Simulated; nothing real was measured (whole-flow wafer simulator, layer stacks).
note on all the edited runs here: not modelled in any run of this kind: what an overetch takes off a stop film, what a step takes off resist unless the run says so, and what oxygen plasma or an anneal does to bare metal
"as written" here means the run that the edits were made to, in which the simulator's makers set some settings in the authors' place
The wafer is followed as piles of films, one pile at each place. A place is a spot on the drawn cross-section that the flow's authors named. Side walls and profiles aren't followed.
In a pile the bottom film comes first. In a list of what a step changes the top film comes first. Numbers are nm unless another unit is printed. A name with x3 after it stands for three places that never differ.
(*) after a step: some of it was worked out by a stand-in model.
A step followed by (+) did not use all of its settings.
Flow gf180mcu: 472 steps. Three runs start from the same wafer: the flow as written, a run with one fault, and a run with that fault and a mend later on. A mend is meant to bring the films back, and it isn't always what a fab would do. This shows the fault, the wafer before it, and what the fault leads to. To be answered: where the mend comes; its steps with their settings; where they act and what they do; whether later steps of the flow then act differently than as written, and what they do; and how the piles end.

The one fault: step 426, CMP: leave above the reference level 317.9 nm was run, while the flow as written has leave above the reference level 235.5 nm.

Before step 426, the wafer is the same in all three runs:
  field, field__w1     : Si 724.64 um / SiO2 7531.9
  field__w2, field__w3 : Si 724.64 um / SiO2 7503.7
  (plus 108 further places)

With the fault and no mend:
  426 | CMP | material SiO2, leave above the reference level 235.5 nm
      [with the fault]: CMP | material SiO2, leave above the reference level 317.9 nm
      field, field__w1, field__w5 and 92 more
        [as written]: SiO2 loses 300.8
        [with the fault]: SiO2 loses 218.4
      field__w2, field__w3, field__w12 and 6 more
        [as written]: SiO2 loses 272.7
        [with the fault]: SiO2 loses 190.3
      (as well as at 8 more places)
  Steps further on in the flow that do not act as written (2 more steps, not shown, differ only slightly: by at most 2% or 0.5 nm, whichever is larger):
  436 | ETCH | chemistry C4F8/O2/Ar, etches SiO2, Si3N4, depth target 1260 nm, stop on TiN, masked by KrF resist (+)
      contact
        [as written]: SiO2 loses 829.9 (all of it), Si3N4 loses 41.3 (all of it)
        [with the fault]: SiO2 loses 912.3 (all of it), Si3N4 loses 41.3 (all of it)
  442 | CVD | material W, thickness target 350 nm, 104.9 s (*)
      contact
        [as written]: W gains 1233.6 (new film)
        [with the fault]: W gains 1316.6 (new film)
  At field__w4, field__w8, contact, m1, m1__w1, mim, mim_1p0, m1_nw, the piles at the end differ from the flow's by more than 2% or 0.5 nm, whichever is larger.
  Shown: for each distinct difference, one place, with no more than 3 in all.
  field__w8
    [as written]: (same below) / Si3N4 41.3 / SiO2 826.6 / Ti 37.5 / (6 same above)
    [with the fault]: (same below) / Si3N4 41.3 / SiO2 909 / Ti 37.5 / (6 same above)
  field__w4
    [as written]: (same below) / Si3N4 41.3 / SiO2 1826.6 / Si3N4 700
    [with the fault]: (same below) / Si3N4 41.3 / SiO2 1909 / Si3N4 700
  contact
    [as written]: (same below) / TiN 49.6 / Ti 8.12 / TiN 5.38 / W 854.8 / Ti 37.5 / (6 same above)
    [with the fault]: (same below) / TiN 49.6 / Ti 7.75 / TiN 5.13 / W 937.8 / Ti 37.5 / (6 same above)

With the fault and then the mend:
  The mend stands after step 426.
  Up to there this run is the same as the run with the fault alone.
  426a | CMP | material SiO2, leave above the reference level 235.5 nm (the flow's step 426 again)
      field, field__w1, field__w2 and 109 more
        SiO2 loses 82.4
  None of the later steps of the flow acts differently than as written at any place that is followed.
  At every place that both follow, the piles at the end match the flow's.
